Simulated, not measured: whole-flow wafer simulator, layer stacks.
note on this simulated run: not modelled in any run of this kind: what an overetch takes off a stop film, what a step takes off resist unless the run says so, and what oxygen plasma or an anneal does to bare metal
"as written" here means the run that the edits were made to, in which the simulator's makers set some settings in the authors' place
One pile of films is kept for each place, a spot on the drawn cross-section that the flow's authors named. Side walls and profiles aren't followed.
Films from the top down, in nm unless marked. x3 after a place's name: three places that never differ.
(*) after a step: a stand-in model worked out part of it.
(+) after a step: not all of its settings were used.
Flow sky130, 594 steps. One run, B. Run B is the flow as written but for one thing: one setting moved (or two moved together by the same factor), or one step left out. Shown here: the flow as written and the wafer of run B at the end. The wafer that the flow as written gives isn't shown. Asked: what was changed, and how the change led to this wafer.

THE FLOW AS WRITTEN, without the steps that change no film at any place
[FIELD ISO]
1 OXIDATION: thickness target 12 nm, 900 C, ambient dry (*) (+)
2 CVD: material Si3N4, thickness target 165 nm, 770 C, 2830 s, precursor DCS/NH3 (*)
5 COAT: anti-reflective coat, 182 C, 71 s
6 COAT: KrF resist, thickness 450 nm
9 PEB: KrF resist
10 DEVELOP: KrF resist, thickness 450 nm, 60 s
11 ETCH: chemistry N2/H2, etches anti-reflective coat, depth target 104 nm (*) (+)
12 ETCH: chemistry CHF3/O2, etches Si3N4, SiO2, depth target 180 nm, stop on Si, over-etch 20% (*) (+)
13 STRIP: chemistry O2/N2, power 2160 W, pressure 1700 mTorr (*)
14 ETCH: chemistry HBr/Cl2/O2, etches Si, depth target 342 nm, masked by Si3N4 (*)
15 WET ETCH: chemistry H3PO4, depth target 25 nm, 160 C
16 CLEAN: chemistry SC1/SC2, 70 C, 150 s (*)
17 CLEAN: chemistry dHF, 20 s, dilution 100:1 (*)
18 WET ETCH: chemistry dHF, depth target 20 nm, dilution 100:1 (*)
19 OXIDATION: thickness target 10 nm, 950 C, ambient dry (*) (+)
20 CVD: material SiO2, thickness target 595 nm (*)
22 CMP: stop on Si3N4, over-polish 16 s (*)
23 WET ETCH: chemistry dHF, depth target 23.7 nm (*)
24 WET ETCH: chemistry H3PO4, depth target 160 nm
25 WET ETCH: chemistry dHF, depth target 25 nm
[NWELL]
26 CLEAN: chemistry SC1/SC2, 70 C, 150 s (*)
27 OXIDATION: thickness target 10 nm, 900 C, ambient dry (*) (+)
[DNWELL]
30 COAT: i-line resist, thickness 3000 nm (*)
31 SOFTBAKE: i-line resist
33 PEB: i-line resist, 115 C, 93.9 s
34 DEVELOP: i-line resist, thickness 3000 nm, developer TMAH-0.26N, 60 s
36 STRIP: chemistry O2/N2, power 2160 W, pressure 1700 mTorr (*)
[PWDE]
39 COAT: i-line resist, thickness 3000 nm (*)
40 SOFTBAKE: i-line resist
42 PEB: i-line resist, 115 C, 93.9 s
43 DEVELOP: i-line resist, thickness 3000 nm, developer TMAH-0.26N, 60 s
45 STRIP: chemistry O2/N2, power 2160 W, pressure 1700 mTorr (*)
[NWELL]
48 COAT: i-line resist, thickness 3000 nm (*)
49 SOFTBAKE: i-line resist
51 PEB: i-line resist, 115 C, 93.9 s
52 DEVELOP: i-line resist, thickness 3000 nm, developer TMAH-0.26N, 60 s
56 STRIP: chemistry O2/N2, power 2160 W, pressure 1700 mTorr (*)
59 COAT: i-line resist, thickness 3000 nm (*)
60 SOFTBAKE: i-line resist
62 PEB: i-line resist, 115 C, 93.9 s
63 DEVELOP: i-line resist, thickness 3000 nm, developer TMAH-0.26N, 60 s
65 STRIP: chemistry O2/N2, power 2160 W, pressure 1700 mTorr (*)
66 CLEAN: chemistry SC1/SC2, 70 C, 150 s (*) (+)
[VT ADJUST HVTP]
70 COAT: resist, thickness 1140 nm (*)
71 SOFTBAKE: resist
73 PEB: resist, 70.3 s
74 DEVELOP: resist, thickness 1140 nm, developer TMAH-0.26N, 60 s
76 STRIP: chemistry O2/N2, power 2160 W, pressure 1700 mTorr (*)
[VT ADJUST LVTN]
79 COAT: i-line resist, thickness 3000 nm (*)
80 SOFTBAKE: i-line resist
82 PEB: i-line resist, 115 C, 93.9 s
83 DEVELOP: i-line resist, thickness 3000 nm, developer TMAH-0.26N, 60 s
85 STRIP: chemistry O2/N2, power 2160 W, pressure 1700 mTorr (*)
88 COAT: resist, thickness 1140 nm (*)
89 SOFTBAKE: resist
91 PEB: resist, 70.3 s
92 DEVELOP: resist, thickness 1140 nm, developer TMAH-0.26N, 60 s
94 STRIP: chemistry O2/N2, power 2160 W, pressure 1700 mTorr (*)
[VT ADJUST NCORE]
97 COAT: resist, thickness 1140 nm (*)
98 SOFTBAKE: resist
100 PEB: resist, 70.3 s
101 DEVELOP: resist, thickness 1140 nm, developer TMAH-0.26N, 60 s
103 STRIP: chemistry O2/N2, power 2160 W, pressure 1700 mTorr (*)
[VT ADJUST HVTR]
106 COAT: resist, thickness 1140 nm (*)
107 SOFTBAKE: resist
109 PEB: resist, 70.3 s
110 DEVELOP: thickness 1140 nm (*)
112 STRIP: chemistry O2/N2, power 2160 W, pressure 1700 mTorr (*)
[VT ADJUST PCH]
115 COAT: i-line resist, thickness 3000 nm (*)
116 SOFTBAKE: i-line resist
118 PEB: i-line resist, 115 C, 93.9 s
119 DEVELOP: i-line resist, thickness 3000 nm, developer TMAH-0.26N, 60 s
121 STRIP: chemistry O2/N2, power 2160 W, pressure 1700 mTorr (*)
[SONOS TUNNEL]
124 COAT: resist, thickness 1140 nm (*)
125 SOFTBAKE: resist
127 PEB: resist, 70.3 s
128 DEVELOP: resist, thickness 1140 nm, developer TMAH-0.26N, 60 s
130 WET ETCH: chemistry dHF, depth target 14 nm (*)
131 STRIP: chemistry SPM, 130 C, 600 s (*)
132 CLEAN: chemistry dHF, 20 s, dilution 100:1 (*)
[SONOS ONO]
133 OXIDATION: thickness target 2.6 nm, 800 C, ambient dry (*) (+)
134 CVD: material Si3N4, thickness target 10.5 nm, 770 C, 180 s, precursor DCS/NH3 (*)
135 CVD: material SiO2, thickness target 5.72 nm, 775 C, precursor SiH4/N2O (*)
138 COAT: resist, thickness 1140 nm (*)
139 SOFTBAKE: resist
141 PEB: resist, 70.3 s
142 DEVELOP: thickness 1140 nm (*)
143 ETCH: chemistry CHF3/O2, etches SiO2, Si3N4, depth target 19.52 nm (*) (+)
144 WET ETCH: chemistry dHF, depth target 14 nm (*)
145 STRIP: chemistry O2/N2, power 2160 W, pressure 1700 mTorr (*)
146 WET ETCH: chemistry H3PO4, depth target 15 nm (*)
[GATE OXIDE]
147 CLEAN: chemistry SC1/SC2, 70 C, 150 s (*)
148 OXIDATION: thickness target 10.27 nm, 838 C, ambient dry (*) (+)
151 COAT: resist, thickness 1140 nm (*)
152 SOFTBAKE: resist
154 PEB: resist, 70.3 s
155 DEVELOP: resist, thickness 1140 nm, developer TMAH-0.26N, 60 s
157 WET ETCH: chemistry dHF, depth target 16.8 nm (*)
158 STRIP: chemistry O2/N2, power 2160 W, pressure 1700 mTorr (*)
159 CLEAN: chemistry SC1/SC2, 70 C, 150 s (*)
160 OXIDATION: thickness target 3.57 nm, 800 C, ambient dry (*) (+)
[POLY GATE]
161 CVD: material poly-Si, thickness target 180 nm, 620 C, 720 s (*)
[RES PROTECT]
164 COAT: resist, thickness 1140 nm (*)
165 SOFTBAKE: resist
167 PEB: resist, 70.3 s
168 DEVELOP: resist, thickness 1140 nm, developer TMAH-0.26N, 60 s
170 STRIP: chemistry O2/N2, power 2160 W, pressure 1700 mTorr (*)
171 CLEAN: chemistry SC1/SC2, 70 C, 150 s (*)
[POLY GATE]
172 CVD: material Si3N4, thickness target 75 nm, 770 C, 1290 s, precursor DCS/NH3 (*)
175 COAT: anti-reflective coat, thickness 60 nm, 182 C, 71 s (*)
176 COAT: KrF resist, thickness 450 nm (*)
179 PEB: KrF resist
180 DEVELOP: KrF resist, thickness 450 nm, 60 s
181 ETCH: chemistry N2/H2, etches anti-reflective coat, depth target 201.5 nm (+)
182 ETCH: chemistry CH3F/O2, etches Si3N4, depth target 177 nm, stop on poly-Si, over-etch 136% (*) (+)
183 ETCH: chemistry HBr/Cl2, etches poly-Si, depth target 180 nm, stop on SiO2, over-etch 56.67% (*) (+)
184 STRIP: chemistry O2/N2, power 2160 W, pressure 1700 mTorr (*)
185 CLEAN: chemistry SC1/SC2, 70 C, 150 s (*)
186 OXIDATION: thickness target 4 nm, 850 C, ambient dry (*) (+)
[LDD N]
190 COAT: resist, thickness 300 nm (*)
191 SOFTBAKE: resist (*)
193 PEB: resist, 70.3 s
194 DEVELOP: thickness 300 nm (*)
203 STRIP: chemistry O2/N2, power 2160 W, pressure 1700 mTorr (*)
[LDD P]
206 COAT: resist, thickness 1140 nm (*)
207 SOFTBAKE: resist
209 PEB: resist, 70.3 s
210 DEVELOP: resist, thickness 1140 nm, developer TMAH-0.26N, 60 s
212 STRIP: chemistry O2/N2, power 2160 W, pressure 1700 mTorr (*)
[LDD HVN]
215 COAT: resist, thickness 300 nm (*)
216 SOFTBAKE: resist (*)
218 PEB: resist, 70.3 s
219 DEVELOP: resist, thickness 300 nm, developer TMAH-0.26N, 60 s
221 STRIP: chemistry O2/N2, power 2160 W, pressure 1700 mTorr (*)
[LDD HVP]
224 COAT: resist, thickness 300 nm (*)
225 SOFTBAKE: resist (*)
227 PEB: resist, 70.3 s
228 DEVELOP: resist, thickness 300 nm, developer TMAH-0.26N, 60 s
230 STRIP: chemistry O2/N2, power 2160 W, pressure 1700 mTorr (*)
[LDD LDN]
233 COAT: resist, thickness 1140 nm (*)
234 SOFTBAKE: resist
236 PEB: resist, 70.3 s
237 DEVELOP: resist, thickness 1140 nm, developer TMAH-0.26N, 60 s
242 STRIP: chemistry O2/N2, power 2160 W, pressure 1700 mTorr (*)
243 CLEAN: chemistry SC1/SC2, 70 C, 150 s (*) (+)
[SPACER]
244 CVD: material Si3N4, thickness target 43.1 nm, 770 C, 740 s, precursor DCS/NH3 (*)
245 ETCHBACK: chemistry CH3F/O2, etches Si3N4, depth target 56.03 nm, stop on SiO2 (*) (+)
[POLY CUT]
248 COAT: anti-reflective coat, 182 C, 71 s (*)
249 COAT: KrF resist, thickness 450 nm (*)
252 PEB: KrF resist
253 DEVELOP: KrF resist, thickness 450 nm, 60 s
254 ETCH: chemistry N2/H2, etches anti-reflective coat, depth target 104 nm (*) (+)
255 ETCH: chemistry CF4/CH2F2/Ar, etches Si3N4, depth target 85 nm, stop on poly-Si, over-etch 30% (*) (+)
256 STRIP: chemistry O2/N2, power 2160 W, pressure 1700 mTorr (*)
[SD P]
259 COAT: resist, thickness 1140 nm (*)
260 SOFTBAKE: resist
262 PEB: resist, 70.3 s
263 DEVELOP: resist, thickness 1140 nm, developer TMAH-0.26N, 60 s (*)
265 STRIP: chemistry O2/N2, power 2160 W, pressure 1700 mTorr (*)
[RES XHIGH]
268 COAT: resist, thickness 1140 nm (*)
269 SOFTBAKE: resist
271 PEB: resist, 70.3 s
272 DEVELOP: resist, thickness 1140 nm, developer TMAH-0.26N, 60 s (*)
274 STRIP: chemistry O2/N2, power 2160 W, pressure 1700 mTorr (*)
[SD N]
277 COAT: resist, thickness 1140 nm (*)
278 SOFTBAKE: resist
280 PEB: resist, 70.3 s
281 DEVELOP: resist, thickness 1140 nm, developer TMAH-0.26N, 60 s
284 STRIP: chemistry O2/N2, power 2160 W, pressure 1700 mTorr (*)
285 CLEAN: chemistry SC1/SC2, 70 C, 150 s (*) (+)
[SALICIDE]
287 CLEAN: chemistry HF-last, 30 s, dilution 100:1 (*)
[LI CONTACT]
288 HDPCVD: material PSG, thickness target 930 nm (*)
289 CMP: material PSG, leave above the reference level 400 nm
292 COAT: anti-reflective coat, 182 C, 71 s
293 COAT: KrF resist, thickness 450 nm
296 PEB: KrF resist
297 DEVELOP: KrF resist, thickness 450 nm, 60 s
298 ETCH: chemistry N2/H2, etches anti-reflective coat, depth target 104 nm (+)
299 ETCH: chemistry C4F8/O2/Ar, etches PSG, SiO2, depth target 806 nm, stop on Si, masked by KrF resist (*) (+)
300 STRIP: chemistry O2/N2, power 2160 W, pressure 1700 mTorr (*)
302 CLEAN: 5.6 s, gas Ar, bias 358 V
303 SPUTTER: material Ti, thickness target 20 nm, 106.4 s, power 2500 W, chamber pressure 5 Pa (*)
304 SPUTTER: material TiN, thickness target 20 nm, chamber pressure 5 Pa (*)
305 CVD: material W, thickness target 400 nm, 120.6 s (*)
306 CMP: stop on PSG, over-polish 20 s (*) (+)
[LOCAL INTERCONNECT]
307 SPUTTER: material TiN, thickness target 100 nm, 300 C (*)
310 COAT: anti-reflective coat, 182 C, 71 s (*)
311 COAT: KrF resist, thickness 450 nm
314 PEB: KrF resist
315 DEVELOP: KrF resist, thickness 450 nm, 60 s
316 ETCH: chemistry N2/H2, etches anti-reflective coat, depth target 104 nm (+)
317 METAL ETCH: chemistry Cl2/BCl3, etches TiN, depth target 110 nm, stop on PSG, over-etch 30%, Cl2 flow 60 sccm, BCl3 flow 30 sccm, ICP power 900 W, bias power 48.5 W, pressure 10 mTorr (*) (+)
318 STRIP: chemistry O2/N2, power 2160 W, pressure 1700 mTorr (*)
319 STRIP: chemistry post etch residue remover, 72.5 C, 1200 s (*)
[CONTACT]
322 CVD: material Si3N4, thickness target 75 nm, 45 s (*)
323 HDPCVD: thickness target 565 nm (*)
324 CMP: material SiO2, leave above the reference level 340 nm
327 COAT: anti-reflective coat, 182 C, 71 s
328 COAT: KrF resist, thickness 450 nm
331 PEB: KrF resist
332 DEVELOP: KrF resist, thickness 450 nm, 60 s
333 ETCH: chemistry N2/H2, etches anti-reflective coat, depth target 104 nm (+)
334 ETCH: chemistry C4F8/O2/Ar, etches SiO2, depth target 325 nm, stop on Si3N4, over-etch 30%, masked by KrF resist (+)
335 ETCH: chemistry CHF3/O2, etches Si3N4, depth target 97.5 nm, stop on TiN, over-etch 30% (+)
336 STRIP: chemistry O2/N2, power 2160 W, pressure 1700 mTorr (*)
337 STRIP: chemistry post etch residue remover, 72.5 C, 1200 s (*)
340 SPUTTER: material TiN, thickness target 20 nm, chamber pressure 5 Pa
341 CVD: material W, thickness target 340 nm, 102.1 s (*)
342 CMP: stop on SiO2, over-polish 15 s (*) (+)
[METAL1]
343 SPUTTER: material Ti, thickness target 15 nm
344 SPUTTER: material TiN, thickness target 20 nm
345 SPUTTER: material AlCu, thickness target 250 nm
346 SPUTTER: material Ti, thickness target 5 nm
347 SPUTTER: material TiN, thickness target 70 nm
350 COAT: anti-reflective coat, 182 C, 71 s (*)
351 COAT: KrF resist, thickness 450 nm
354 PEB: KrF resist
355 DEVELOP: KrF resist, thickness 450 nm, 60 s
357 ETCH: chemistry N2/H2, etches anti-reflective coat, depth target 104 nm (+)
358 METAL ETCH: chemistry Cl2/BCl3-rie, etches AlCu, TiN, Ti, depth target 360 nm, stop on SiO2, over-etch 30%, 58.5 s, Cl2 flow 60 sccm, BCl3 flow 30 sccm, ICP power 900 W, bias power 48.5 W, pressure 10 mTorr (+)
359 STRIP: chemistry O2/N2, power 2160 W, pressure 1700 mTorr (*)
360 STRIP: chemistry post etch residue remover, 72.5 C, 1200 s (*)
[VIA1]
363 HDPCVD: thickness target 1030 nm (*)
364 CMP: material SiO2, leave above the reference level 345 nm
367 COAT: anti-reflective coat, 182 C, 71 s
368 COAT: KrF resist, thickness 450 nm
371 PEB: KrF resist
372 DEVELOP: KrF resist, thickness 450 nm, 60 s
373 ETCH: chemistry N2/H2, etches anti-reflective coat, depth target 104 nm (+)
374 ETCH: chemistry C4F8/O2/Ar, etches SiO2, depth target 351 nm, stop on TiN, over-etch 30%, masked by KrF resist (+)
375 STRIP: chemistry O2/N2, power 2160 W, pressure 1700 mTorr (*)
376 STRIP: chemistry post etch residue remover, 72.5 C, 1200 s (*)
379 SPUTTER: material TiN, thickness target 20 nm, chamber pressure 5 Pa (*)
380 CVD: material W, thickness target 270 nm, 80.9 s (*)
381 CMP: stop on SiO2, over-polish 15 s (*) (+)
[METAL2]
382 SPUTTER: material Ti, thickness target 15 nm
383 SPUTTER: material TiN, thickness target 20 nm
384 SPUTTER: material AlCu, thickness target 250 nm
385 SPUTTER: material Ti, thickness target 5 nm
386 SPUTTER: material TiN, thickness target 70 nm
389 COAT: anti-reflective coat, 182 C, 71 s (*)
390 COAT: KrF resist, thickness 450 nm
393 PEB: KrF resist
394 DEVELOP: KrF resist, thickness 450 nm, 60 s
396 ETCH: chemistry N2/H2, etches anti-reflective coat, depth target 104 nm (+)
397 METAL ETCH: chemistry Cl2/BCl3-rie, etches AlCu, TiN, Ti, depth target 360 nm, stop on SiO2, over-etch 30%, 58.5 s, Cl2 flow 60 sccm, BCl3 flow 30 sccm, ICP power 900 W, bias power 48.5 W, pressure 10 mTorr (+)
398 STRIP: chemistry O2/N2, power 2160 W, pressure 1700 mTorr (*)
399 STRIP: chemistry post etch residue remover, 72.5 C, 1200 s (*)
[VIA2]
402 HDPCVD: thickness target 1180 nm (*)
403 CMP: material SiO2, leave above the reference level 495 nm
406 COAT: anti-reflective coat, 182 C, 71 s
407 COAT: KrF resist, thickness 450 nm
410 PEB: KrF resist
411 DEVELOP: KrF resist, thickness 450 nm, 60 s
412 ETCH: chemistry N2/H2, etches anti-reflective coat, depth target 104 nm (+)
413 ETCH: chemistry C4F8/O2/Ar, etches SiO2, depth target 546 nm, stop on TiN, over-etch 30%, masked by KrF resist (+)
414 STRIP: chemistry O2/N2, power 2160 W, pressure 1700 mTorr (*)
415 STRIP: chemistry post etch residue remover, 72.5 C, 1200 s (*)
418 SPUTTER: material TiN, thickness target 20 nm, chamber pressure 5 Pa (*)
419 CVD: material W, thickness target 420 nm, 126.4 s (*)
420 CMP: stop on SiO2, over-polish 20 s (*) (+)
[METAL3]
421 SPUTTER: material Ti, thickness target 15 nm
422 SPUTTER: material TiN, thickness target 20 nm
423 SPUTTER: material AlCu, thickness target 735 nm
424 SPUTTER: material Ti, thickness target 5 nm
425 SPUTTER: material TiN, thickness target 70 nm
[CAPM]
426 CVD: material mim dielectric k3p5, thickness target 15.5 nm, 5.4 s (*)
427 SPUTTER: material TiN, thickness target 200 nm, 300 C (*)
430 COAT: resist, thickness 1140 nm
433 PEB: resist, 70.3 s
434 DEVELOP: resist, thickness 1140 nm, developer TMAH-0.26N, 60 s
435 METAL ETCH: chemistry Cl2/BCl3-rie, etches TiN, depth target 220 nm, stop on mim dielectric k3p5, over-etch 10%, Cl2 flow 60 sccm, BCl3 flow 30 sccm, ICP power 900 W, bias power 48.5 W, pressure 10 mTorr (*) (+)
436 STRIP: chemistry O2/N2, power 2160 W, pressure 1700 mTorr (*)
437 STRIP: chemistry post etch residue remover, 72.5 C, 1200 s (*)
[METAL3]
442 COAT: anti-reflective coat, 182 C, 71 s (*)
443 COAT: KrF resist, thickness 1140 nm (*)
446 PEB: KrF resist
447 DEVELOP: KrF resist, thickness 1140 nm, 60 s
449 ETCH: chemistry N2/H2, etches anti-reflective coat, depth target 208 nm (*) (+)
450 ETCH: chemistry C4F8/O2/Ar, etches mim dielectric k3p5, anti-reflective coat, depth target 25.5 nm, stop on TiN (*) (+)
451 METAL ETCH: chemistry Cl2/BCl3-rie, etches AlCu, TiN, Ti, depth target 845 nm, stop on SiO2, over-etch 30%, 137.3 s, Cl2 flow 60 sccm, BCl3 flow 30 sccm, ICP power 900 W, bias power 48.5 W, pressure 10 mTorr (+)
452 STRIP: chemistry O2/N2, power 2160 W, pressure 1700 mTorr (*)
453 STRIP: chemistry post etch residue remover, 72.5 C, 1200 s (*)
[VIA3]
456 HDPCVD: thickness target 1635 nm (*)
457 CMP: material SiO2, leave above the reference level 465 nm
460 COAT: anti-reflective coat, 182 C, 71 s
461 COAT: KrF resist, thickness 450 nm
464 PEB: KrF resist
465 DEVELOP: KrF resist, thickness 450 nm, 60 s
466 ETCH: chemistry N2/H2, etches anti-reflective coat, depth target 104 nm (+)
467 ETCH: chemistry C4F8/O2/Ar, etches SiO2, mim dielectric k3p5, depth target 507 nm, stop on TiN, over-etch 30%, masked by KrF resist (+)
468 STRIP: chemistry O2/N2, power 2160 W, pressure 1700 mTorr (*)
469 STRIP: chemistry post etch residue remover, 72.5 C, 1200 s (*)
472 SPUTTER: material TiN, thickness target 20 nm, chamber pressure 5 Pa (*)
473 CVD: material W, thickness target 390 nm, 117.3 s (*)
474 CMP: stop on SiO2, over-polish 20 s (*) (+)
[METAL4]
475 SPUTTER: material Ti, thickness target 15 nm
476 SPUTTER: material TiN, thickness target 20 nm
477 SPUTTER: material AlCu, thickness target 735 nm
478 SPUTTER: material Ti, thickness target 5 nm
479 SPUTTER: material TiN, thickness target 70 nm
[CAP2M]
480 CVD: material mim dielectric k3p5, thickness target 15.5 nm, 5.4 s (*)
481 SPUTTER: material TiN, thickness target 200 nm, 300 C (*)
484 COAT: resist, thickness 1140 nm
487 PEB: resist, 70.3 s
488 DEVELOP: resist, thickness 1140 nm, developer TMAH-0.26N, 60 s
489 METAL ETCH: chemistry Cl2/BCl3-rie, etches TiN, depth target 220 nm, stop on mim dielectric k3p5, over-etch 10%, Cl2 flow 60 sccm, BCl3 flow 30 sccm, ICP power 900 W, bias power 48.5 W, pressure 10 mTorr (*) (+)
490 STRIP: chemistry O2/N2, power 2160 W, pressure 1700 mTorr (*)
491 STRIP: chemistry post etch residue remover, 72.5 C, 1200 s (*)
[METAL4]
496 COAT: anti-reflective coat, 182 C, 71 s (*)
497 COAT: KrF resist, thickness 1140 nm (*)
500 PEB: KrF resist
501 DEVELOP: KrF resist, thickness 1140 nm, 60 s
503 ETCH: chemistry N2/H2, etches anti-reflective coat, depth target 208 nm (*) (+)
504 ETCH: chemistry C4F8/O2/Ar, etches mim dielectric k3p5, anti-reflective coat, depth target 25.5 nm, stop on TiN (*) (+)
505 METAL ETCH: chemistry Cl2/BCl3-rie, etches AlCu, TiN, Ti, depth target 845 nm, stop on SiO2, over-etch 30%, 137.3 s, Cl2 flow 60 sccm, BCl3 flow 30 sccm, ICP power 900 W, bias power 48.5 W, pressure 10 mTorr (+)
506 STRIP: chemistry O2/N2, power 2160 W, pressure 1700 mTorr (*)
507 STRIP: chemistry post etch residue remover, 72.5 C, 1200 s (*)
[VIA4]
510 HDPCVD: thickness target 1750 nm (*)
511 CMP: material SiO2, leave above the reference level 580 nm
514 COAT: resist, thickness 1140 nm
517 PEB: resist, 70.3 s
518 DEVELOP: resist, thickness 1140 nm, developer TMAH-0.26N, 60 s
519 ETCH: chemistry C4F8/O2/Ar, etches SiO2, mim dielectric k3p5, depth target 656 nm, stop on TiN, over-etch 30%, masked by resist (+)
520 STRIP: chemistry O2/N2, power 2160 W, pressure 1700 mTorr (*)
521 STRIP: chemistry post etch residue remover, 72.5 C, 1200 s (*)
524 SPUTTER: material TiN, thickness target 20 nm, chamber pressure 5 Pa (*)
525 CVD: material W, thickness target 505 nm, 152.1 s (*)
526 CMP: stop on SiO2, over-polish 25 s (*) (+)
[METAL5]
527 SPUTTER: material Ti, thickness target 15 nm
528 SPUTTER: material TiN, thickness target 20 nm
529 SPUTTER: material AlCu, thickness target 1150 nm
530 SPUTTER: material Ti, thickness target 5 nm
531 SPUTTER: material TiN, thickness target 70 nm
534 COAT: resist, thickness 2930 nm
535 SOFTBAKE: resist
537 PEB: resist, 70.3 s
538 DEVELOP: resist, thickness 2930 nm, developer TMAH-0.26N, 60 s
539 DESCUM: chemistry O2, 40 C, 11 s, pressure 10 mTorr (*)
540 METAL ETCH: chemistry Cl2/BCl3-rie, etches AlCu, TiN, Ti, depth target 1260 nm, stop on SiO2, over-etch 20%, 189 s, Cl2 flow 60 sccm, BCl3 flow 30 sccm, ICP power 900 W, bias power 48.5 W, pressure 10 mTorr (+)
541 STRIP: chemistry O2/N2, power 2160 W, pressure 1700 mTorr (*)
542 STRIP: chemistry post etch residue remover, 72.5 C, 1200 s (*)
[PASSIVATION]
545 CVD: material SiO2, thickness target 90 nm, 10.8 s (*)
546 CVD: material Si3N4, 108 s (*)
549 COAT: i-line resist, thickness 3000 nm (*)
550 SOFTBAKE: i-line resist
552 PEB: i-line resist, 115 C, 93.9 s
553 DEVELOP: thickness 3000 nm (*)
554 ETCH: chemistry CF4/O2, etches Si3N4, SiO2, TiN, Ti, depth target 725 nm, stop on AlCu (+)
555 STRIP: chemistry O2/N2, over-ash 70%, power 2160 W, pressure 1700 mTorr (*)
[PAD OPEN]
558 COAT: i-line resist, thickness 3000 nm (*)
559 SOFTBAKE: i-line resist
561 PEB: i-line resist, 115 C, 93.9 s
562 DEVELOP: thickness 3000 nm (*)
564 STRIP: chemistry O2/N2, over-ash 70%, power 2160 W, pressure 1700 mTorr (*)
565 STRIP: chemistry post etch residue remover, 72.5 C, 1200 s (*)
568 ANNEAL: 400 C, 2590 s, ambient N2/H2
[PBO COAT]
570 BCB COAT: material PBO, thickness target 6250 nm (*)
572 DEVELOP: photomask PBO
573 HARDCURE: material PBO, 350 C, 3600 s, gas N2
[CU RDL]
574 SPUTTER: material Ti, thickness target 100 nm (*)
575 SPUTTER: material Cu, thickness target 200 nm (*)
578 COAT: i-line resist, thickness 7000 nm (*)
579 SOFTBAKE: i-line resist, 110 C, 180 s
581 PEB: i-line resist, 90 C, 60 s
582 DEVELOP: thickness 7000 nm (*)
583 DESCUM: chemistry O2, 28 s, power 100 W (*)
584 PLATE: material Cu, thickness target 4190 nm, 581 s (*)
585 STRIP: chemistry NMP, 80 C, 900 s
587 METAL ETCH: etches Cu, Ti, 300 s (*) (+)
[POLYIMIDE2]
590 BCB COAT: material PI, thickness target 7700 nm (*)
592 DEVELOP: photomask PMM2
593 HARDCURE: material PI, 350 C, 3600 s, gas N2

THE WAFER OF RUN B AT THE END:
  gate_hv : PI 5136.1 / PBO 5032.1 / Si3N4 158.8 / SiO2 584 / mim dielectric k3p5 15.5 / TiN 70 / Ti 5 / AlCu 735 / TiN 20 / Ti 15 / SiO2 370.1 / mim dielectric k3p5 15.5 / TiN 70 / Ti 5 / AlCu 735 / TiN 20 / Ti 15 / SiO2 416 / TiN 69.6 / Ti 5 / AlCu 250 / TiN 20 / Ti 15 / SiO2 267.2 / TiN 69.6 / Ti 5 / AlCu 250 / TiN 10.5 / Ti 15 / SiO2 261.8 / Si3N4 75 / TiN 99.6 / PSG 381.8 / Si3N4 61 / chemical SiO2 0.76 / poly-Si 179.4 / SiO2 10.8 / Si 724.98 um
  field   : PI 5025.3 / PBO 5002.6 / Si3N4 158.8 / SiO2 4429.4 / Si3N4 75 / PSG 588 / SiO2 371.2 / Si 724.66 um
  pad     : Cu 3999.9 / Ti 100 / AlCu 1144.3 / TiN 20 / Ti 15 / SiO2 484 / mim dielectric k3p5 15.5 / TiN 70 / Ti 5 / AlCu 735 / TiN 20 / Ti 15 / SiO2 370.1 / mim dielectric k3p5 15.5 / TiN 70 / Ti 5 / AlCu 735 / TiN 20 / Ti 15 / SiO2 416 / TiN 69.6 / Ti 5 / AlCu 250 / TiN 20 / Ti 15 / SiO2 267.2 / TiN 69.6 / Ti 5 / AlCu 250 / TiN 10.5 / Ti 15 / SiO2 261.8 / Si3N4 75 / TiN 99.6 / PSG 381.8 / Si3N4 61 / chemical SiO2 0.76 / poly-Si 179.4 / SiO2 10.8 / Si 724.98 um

The cause: step 344, SPUTTER: thickness target 10.5 nm was run, where the flow has thickness target 20 nm.
It can be read off the wafer: gate_hv has TiN 10.5, and step 344 as written asks for 20 nm.

How the change led to this, step by step:
  344 SPUTTER: material TiN, thickness target 20 nm
      field, active, n_well and 188 more: TiN +10.5 (new film) (as written it would be: TiN +20 (new film))
  358 METAL ETCH: chemistry Cl2/BCl3-rie, etches AlCu, TiN, Ti, depth target 360 nm, stop on SiO2, over-etch 30%, 58.5 s, Cl2 flow 60 sccm, BCl3 flow 30 sccm, ICP power 900 W, bias power 48.5 W, pressure 10 mTorr (+)
      field, active, gate and 81 more: TiN -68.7 (all of it), Ti -5 (all of it), AlCu -250 (all of it), TiN -10.5 (all of it), Ti -15 (all of it), SiO2 -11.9 (as written it would be: TiN -68.7 (all of it), Ti -5 (all of it), AlCu -250 (all of it), TiN -20 (all of it), Ti -15 (all of it), SiO2 -10.9)
  364 CMP: material SiO2, leave above the reference level 345 nm
      field, active, gate and 81 more: SiO2 -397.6 (as written it would be: SiO2 -389.1)
